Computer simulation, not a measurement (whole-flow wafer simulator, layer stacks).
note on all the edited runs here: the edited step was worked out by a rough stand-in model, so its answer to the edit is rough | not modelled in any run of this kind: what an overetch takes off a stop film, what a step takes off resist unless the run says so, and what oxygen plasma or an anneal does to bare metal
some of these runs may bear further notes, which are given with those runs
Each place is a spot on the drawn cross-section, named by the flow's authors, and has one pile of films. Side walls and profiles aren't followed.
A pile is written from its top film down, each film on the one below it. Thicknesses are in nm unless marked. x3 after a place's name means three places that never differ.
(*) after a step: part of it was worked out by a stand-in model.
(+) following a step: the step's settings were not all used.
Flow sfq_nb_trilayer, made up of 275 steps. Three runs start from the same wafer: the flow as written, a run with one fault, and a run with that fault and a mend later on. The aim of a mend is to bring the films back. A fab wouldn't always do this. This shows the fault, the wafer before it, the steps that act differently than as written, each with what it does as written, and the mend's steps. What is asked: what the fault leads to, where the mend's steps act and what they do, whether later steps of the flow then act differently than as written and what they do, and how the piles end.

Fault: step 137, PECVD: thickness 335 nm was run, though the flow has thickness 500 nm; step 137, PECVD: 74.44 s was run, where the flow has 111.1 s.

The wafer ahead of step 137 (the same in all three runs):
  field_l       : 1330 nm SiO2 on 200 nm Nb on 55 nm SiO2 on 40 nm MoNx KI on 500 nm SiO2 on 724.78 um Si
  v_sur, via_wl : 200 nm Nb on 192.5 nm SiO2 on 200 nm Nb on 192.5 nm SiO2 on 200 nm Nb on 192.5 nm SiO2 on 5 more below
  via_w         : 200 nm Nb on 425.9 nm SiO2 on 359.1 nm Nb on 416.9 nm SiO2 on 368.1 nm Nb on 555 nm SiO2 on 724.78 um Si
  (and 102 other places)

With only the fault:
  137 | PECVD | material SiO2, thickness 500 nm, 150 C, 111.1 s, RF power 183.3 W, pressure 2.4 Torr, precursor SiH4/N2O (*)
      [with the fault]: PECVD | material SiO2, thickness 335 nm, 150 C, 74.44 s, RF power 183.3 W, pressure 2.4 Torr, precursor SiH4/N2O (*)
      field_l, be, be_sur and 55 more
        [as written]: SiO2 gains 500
        [with the fault]: SiO2 gains 335
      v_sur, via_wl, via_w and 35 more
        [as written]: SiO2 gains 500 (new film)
        [with the fault]: SiO2 gains 335 (new film)
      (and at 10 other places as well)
  Later steps of the flow acting differently than as written (22 other steps are not shown; they differ only slightly, by no more than 2% or 0.5 nm, whichever is larger):
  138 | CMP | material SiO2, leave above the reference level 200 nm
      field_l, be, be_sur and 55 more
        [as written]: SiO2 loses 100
        [with the fault]: nothing
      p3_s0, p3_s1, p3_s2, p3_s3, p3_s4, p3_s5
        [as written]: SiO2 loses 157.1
        [with the fault]: nothing
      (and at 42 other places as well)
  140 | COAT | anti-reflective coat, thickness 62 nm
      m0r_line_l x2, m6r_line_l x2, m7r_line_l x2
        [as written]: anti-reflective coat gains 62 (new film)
        [with the fault]: anti-reflective coat gains 63.6 (new film)
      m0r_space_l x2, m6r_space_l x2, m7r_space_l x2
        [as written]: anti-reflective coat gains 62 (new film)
        [with the fault]: anti-reflective coat gains 71.3 (new film)
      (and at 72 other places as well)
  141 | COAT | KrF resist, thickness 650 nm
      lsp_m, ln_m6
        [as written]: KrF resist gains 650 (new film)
        [with the fault]: KrF resist gains 622.1 (new film)
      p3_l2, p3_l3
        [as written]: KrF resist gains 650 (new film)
        [with the fault]: KrF resist gains 632.2 (new film)
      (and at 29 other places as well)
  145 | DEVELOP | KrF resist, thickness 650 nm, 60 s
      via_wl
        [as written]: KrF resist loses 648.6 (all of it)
        [with the fault]: KrF resist loses 622.5 (all of it)
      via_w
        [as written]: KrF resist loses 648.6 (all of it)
        [with the fault]: KrF resist loses 626 (all of it)
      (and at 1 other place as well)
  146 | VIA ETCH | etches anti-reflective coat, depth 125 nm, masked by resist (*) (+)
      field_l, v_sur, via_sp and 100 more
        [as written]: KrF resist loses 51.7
        [with the fault]: KrF resist loses 47.6
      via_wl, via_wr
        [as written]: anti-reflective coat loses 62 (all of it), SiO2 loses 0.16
        [with the fault]: anti-reflective coat loses 57.2 (all of it), SiO2 loses 0.14
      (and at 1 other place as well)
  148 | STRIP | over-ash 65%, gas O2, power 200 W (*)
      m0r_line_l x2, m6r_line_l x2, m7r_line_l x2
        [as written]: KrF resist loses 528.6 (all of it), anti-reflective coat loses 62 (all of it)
        [with the fault]: KrF resist loses 545.1 (all of it), anti-reflective coat loses 63.6 (all of it)
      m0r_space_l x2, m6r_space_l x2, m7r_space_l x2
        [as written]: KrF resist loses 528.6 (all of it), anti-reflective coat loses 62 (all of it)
        [with the fault]: KrF resist loses 539.9 (all of it), anti-reflective coat loses 71.3 (all of it)
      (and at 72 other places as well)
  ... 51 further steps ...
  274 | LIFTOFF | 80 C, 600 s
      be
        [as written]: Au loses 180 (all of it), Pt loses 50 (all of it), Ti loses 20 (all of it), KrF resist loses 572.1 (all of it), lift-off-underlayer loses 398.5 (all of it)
        [with the fault]: Au loses 180 (all of it), Pt loses 50 (all of it), Ti loses 20 (all of it), KrF resist loses 600.4 (all of it), lift-off-underlayer loses 676.7 (all of it)
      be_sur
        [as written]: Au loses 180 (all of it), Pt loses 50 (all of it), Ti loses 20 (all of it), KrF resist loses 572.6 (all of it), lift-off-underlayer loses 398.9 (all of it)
        [with the fault]: Au loses 180 (all of it), Pt loses 50 (all of it), Ti loses 20 (all of it), KrF resist loses 582.5 (all of it), lift-off-underlayer loses 377.2 (all of it)
  At via_v, be, be_sur and 38 more, the piles at the end differ from the flow's by more than 2% or 0.5 nm, whichever is larger.
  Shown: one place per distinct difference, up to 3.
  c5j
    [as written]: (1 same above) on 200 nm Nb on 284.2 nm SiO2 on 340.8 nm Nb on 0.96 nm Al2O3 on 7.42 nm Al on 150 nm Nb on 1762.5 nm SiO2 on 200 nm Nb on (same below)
    [with the fault]: (1 same above) on 200 nm Nb on 293.3 nm SiO2 on 183.3 nm Nb on 43.4 nm SiO2 on 170 nm Nb on 0.96 nm Al2O3 on 7.42 nm Al on 150 nm Nb on 1697.5 nm SiO2 on 200 nm Nb on (same below)
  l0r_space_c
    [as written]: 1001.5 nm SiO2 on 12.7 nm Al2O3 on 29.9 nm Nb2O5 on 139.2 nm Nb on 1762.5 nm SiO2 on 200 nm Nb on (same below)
    [with the fault]: 1066.5 nm SiO2 on 12.7 nm Al2O3 on 29.9 nm Nb2O5 on 139.2 nm Nb on 1697.5 nm SiO2 on 200 nm Nb on (same below)
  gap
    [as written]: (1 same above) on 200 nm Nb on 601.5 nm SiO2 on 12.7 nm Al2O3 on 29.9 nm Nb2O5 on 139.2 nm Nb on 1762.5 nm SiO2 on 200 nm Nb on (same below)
    [with the fault]: (1 same above) on 200 nm Nb on 666.5 nm SiO2 on 12.7 nm Al2O3 on 29.9 nm Nb2O5 on 139.2 nm Nb on 1697.5 nm SiO2 on 200 nm Nb on (same below)

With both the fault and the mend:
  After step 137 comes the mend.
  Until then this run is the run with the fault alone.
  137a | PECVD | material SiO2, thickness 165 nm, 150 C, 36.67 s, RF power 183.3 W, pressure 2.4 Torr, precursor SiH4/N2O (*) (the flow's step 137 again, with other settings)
      field_l, v_sur, via_wl and 99 more
        SiO2 gains 165
      lsp_r, l0_sur, l0v
        SiO2 gains 162.5
      via_v
        SiO2 gains 154.7
  Later steps of the flow acting differently than as written:
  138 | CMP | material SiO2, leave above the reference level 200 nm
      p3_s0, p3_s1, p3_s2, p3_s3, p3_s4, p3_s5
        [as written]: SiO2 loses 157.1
        [with the mend]: SiO2 loses 100
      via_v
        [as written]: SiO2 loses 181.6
        [with the mend]: SiO2 loses 94.7
  At every place that both follow, the piles at the end match the flow's.
